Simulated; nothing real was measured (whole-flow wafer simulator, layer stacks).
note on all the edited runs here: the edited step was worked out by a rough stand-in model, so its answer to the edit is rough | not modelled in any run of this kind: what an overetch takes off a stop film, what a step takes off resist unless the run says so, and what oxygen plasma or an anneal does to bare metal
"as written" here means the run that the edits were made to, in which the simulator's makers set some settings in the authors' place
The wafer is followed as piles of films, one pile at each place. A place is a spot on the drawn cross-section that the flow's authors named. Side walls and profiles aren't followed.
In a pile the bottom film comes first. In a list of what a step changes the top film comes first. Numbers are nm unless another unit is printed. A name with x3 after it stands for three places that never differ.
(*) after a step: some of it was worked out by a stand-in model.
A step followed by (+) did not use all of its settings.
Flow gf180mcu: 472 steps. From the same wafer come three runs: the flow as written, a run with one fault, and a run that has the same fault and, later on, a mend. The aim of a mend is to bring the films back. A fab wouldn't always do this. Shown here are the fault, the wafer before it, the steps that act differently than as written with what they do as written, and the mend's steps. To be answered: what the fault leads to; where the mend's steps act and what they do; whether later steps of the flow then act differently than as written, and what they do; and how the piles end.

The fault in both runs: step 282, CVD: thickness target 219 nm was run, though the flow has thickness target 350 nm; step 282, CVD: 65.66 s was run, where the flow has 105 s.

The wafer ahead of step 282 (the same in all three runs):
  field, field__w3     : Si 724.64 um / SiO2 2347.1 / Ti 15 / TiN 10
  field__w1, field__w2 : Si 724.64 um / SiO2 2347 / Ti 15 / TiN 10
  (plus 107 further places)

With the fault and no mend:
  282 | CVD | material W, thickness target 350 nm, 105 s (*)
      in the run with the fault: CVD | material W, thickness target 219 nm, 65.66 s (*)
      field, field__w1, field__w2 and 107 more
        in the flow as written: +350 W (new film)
        in the run with the fault: +219.7 W (new film)
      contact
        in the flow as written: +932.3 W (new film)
        in the run with the fault: +802 W (new film)
  Later steps of the flow acting differently than as written:
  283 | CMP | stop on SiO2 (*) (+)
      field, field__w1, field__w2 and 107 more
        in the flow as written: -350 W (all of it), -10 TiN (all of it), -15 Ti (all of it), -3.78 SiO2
        in the run with the fault: -219.7 W (all of it), -10 TiN (all of it), -15 Ti (all of it), -2.47 SiO2
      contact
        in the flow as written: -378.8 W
        in the run with the fault: -247.2 W
  At the end the piles are close to the flow's at the places that both follow, differing by at most 2% or 0.5 nm, whichever is larger.

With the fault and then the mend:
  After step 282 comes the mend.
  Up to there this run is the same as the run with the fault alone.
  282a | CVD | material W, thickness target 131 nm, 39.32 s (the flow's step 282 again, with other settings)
      field, field__w1, field__w2 and 108 more
        +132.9 W
  Later steps of the flow that are run all act as written at every place that is followed, up to a difference of at most 2% or 0.5 nm, whichever is larger.
  At the end the piles are close to the flow's at the places that both follow, differing by at most 2% or 0.5 nm, whichever is larger.
